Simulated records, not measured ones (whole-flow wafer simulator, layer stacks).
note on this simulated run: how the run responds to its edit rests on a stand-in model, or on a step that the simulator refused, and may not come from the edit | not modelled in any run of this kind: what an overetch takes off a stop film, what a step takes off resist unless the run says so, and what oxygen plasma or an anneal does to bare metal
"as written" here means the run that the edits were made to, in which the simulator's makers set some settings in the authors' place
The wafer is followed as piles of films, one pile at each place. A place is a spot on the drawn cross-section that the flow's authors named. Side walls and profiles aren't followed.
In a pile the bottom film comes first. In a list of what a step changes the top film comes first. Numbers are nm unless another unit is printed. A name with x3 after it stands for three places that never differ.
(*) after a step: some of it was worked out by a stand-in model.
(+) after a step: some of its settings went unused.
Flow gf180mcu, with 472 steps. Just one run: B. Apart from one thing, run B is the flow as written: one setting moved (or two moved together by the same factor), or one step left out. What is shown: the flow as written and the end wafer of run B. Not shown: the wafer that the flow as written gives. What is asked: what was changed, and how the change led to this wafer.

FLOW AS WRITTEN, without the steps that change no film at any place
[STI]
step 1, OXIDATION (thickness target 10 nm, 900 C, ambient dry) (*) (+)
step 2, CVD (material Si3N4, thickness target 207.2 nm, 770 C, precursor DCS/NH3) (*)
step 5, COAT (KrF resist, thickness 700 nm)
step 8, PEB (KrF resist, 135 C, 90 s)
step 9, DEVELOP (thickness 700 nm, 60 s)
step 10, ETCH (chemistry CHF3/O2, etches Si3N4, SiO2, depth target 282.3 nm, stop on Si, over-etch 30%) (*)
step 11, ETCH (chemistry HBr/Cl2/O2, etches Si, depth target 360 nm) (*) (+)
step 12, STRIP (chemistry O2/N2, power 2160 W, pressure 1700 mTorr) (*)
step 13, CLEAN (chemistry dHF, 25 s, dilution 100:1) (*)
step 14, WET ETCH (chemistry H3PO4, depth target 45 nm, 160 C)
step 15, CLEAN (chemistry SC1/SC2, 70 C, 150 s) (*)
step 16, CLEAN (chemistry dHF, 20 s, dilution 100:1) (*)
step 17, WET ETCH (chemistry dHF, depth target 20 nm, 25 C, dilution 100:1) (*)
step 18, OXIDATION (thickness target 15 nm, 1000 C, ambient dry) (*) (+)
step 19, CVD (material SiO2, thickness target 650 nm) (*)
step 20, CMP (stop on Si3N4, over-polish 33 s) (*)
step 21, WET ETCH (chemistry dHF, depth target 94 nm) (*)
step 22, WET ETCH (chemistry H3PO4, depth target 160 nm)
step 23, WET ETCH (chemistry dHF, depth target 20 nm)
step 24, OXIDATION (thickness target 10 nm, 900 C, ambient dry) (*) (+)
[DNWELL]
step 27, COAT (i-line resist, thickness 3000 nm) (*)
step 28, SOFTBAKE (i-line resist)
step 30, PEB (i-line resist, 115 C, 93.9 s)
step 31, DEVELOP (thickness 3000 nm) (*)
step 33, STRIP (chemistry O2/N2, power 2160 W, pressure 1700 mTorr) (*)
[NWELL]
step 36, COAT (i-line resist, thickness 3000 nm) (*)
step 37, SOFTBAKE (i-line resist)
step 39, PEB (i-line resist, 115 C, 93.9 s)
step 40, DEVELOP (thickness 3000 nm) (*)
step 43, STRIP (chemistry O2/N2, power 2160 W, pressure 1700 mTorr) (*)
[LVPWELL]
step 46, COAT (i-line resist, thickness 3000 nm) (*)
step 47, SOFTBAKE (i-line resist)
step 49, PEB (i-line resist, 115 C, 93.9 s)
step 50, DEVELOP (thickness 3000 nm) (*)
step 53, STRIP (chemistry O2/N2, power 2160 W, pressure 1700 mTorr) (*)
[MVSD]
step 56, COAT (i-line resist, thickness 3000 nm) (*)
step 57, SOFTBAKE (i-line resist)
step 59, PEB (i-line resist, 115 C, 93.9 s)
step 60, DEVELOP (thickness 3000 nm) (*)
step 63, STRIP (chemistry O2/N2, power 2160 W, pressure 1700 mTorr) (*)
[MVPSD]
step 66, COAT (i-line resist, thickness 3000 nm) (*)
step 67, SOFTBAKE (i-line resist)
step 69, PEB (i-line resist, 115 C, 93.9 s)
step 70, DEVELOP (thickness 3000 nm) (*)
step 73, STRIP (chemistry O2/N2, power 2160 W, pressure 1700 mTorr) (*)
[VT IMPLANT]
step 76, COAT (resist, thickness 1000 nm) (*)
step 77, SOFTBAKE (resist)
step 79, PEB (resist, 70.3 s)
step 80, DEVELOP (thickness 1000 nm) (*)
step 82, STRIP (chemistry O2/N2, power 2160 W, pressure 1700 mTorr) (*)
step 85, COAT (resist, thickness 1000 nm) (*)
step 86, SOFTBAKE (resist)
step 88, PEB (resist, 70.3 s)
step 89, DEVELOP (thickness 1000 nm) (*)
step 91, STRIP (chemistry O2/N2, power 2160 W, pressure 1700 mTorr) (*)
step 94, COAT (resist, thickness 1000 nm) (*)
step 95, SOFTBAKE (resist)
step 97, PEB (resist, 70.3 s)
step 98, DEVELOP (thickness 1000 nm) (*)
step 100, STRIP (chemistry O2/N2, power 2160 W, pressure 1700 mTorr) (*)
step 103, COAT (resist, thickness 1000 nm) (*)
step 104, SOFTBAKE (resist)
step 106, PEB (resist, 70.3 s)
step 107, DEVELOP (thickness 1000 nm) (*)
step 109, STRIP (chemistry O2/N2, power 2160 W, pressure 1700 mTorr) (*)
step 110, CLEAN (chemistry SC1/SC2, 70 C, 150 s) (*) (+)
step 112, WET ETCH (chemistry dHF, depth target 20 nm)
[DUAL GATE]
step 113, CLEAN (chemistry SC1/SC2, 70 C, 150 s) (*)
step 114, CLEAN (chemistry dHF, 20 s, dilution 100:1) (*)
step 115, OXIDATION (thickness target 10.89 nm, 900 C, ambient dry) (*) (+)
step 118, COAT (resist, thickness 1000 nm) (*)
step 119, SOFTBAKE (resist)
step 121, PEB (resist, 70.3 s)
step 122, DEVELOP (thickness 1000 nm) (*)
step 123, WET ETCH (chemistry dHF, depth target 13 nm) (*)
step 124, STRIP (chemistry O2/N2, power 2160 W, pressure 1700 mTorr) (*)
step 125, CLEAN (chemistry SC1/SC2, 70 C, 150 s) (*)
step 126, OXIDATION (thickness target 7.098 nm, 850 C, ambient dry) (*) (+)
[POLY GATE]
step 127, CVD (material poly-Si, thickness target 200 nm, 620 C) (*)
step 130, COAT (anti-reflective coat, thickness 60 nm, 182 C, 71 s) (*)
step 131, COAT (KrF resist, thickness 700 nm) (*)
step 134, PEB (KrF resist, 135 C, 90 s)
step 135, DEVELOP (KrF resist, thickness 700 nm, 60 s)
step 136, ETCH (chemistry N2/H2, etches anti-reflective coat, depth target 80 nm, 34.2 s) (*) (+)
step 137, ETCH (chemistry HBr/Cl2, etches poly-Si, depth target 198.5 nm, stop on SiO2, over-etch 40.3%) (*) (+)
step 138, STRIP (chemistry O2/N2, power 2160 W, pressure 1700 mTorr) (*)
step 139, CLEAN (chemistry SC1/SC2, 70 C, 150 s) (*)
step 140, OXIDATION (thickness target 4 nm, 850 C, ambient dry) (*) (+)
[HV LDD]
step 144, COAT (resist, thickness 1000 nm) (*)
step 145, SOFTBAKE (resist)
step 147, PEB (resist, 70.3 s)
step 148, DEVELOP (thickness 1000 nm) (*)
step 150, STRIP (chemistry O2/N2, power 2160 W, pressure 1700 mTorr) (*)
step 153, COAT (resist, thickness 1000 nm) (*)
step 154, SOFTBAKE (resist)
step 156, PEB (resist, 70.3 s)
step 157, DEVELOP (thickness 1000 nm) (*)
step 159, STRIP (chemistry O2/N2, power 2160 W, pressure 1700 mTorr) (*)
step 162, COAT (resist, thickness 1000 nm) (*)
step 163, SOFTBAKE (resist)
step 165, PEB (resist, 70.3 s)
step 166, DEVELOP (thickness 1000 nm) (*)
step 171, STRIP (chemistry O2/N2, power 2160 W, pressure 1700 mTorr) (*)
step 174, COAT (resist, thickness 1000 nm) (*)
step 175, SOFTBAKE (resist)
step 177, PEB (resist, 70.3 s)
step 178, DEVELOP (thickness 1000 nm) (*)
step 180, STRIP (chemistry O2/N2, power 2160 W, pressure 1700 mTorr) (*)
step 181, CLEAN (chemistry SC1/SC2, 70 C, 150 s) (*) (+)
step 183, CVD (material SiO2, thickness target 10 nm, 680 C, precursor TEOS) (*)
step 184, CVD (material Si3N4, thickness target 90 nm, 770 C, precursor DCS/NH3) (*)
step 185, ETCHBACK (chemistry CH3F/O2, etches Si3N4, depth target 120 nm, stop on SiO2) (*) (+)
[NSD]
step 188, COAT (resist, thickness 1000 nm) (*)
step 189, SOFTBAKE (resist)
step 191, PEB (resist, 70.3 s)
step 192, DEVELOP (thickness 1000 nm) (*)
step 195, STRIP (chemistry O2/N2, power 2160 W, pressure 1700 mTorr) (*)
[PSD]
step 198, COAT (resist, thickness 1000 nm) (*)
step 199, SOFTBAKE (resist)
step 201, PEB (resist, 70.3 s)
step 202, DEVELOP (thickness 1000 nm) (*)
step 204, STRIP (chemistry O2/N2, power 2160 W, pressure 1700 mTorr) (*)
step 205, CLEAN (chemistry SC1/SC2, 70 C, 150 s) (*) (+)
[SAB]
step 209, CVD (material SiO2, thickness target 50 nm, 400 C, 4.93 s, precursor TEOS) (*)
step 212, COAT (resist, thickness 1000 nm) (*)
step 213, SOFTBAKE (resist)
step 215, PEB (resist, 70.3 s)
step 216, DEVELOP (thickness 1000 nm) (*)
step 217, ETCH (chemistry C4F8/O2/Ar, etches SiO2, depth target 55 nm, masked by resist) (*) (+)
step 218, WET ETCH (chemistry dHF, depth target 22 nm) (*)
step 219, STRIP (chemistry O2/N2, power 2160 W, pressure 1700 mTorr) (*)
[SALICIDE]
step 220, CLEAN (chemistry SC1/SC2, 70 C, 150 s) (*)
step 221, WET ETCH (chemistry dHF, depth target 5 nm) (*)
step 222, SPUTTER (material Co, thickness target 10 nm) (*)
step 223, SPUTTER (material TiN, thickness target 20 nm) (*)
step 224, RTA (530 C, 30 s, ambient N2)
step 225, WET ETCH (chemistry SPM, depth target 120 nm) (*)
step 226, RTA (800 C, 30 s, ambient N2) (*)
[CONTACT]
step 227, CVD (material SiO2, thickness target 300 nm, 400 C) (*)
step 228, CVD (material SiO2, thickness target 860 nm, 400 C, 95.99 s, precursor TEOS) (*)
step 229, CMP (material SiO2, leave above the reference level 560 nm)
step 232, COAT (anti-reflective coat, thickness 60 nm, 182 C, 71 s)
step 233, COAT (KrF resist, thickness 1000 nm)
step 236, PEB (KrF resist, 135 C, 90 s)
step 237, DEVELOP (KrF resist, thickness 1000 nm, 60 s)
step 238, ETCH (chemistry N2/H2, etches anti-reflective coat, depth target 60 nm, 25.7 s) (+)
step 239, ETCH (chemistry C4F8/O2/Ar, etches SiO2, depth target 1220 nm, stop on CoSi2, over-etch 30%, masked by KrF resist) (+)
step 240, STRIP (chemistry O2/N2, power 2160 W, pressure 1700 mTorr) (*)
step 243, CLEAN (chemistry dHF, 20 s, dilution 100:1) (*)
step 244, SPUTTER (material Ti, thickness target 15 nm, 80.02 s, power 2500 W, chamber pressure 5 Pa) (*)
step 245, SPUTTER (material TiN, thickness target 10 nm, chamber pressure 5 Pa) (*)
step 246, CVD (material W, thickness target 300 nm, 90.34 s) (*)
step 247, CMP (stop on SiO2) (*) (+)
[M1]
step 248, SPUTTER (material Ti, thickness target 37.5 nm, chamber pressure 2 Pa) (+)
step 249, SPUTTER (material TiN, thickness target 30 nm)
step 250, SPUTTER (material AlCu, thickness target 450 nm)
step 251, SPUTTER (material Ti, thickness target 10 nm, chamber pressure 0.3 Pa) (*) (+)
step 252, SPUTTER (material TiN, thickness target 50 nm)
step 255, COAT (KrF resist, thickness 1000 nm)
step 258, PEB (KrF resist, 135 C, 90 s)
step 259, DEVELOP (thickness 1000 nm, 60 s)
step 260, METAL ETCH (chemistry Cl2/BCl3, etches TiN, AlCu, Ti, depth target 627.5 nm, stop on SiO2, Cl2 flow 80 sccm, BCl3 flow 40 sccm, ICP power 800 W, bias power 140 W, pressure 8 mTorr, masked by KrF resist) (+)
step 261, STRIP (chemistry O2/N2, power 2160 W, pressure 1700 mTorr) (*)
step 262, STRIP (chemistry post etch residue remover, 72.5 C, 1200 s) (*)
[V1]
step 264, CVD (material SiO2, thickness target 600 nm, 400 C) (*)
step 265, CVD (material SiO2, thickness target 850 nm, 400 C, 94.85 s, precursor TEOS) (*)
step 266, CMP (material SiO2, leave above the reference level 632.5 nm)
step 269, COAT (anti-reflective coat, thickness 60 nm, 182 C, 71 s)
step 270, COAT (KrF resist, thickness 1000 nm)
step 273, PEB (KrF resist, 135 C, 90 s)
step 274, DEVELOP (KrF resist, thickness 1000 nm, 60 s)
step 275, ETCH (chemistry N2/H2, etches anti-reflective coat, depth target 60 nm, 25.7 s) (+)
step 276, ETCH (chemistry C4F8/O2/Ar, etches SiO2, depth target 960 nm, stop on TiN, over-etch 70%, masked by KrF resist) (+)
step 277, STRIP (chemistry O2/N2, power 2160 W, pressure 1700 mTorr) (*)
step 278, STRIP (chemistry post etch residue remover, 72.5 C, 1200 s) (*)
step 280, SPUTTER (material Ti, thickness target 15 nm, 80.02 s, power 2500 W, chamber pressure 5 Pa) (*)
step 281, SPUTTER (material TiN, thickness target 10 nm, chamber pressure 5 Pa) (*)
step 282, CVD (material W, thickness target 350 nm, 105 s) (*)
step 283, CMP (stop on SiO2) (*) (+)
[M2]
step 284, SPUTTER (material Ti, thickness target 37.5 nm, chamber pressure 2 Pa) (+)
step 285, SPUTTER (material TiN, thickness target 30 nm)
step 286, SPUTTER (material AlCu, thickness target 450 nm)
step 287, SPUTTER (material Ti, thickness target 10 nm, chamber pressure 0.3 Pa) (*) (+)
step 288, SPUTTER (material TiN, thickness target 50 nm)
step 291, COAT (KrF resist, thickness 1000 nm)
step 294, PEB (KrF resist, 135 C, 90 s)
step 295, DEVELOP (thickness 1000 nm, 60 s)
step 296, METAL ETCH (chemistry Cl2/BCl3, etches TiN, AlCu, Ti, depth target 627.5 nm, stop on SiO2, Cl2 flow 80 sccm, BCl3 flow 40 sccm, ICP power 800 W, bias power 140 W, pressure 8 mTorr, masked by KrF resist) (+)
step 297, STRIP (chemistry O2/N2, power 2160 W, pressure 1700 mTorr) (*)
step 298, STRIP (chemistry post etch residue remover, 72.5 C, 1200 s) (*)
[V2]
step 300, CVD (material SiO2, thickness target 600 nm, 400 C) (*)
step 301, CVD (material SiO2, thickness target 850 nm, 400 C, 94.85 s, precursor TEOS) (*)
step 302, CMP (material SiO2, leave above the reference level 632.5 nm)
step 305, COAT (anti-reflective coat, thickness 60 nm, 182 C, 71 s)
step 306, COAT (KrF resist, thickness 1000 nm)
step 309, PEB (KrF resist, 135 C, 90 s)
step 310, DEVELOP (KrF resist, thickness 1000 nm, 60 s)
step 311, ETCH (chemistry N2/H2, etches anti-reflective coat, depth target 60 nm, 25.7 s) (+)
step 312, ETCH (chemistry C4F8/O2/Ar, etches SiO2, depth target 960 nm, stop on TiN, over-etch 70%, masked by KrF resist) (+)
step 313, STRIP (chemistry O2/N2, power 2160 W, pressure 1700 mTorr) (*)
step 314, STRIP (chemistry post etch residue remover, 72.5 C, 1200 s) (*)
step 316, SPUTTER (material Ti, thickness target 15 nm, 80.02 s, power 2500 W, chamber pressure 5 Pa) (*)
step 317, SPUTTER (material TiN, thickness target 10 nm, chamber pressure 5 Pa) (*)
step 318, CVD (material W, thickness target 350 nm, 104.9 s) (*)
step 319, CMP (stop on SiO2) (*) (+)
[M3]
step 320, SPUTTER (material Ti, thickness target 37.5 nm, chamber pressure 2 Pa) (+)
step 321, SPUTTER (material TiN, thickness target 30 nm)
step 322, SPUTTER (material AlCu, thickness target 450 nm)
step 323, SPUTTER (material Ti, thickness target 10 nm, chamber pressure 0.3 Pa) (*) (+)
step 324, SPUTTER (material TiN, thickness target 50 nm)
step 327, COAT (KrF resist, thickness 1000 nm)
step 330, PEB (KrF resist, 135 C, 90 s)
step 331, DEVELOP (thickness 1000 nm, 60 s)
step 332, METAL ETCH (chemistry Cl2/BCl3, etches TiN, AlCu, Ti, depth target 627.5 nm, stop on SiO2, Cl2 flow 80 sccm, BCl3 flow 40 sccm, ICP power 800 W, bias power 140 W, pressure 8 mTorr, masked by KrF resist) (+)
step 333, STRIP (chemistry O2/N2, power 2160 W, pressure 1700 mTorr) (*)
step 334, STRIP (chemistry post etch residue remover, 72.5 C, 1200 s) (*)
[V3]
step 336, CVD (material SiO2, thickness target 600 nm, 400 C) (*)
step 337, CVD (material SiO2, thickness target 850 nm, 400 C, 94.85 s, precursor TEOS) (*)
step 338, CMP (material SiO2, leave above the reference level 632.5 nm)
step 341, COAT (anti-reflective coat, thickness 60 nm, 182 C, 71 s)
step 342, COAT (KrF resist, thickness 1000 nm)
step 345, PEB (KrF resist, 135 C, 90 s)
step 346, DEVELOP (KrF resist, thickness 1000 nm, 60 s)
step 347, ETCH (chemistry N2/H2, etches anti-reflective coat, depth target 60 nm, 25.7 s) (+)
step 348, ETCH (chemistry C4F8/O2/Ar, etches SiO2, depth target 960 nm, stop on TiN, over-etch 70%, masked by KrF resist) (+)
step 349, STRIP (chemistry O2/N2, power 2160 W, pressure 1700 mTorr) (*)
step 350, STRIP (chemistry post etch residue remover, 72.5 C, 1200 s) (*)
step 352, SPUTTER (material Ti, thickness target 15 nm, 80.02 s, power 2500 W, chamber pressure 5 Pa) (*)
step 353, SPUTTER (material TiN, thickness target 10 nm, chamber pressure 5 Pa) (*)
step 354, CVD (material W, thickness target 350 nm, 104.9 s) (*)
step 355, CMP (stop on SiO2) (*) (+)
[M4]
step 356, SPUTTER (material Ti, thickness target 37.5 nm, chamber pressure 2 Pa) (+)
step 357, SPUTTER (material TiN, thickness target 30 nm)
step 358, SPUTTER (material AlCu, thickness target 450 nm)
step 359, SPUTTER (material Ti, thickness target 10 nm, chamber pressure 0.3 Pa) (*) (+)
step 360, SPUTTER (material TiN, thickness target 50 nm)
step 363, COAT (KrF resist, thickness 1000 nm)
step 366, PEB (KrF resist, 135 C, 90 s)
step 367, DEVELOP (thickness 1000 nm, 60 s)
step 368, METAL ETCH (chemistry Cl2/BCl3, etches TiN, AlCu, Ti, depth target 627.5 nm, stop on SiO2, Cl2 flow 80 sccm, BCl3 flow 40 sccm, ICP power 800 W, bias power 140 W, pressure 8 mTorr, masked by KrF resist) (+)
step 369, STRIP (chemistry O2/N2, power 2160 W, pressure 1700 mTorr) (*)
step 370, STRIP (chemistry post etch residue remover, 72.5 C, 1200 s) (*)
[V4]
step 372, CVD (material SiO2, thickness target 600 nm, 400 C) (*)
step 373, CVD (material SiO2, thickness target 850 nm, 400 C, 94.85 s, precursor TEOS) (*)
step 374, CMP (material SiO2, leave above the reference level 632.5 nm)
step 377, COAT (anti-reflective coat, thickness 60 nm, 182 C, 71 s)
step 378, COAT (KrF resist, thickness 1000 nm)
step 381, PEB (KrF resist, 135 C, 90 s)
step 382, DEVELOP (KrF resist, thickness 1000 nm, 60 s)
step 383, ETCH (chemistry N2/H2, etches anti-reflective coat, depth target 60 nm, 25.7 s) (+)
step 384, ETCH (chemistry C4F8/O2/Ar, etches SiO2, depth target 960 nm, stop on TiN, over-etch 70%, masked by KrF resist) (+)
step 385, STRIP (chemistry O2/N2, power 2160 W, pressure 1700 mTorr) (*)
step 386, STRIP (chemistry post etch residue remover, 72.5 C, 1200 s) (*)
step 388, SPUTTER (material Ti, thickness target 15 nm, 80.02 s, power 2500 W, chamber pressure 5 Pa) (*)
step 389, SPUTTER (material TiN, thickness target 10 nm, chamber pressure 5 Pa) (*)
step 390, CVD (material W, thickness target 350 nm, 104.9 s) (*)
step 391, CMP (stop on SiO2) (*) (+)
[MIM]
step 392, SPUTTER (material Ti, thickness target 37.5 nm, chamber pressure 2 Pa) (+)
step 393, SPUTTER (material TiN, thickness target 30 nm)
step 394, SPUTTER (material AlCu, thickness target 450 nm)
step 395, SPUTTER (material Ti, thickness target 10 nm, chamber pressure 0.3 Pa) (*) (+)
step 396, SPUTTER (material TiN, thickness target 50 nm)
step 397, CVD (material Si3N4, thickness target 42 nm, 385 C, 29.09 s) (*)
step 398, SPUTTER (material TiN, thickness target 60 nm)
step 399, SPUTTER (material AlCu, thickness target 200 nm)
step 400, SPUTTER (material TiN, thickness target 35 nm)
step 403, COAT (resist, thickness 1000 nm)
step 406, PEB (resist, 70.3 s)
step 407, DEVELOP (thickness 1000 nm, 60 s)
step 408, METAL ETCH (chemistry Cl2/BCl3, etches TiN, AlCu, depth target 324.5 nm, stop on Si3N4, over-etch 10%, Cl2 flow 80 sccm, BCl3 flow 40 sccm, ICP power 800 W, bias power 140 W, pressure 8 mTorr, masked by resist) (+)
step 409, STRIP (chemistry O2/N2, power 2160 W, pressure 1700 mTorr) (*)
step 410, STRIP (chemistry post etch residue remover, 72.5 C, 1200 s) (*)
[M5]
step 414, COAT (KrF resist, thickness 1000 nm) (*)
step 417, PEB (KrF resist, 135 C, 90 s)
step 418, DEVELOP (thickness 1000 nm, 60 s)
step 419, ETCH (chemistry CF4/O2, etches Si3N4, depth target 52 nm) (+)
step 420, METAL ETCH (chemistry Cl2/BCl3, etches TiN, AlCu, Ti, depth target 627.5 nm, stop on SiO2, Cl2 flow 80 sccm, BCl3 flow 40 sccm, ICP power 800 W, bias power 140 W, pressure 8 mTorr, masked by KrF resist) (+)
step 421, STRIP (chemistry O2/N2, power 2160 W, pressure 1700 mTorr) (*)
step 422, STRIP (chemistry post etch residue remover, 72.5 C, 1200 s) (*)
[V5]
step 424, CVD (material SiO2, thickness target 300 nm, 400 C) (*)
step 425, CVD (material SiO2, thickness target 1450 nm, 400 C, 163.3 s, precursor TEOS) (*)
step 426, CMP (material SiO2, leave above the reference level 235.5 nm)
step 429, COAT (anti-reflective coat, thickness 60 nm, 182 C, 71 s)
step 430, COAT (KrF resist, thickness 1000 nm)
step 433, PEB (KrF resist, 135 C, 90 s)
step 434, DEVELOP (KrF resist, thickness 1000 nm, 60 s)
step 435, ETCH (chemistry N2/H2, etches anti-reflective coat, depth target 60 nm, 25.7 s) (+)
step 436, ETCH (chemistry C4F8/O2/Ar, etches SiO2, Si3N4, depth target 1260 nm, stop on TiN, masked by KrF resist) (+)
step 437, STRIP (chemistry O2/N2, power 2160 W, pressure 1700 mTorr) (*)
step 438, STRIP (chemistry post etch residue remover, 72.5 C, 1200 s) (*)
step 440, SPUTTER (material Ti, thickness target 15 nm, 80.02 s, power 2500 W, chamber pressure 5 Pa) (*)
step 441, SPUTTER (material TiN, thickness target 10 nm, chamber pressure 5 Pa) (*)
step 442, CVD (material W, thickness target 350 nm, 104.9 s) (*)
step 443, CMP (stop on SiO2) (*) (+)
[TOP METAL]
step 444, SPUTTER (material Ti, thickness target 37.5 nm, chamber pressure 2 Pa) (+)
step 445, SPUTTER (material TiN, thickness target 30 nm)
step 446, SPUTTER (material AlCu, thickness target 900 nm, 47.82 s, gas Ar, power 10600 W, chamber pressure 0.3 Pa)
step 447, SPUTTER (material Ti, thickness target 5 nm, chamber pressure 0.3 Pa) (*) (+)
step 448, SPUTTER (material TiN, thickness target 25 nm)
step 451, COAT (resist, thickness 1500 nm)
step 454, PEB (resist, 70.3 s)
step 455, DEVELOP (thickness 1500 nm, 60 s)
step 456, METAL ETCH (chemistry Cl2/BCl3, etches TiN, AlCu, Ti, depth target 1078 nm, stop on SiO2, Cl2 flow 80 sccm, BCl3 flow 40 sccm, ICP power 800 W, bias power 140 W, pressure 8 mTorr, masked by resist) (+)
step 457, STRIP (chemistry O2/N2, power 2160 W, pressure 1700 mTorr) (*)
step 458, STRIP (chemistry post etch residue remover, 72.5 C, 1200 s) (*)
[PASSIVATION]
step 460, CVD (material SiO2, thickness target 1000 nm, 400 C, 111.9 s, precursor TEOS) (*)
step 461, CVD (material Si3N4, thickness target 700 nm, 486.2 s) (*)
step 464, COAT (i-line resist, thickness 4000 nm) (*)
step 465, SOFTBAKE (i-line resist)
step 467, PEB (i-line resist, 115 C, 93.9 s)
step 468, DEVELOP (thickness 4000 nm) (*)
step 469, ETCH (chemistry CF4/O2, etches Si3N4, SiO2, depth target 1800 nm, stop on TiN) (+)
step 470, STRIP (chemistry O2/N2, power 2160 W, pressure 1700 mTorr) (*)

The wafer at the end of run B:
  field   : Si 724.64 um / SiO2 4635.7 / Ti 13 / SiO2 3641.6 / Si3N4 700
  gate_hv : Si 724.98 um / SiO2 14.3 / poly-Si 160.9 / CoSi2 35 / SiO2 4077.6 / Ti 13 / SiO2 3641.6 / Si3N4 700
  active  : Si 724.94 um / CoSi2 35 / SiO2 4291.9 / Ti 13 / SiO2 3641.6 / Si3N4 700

What caused this: step 358, SPUTTER: thickness target 513 nm was run, while the flow as written has thickness target 450 nm.

How this came from the change, step by step:
  step 358, SPUTTER (material AlCu, thickness target 450 nm)
      field, field__w1, field__w2 and 108 more: +513 AlCu (new film) (it would be, as written: +450 AlCu (new film))
  step 368, METAL ETCH (chemistry Cl2/BCl3, etches TiN, AlCu, Ti, depth target 627.5 nm, stop on SiO2, Cl2 flow 80 sccm, BCl3 flow 40 sccm, ICP power 800 W, bias power 140 W, pressure 8 mTorr, masked by KrF resist) (+)
      field, field__w1, field__w2 and 103 more: -50 TiN (all of it), -10 Ti (all of it), -513 AlCu (all of it), -30 TiN (all of it), -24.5 Ti (it would be, as written: -50 TiN (all of it), -10 Ti (all of it), -450 AlCu (all of it), -30 TiN (all of it), -37.5 Ti (all of it))
  step 372, CVD (material SiO2, thickness target 600 nm, 400 C) (*)
      field, field__w1, field__w2 and 103 more: +600 SiO2 (new film) (it would be, as written: +600 SiO2)
  step 374, CMP (material SiO2, leave above the reference level 632.5 nm)
      field, field__w1, field__w2 and 103 more: -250 SiO2 (it would be, as written: -300 SiO2)
Taking metal films that touch as one body, field has 1 body; the flow as written gives 0 bodies.
Taking metal films that touch as one body, gate_hv has 2 bodies (between them, from the top down: SiO2 4077.6); the flow as written gives 1 body.
Taking metal films that touch as one body, active has 2 bodies (between them, from the top down: SiO2 4291.9); the flow as written gives 1 body.
